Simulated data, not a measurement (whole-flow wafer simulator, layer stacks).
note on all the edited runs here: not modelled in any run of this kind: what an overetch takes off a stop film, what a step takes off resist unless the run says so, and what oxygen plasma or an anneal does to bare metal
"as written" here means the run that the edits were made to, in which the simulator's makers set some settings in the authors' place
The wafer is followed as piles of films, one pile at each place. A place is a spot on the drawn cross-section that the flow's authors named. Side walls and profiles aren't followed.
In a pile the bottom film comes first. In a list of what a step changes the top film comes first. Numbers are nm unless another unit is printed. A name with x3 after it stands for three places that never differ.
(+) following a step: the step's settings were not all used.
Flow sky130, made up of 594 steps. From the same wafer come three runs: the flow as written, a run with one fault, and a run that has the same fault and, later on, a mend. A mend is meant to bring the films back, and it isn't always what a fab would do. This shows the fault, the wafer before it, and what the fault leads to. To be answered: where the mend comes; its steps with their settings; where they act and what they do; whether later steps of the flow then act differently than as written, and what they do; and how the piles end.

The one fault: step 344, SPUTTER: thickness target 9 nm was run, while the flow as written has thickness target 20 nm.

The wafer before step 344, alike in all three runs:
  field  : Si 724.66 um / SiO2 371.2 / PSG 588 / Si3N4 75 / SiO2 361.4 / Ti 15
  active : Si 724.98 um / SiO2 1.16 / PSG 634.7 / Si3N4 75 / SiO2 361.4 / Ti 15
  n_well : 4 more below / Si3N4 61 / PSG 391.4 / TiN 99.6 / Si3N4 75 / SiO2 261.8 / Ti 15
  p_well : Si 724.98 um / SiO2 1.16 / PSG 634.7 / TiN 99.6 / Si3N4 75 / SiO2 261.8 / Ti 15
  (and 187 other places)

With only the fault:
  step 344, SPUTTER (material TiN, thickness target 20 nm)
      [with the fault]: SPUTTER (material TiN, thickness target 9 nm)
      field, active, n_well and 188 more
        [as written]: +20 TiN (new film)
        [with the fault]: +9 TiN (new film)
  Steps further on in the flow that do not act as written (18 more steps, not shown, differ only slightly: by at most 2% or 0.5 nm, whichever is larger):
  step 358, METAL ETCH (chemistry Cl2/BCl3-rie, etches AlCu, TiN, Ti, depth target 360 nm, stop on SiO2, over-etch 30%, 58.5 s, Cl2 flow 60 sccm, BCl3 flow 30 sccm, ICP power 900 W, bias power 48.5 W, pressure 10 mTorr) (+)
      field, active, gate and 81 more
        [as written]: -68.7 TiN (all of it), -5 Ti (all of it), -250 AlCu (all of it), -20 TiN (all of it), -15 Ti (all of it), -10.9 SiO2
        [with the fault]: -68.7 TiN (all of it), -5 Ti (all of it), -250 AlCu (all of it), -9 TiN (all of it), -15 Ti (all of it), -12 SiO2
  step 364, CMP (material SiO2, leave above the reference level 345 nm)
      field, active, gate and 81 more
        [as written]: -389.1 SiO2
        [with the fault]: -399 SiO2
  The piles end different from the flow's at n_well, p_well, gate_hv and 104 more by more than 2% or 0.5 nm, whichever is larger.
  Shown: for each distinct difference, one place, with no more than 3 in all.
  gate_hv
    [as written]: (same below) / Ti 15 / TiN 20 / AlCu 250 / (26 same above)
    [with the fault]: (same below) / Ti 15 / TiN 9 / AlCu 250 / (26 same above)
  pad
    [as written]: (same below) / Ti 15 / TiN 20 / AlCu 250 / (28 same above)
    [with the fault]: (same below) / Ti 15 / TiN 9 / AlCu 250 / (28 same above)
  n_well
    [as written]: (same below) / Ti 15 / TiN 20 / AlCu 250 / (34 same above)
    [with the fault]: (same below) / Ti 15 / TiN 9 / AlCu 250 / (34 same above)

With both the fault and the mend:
  The mend stands after step 344.
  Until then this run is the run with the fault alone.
  step 344a, SPUTTER (material TiN, thickness target 11 nm) (the flow's step 344, run once more with other settings)
      field, active, n_well and 188 more
        +11 TiN
  Every later step of the flow that is run acts as written at every place that is followed.
  By the end, the piles equal the flow's at every place that both follow.
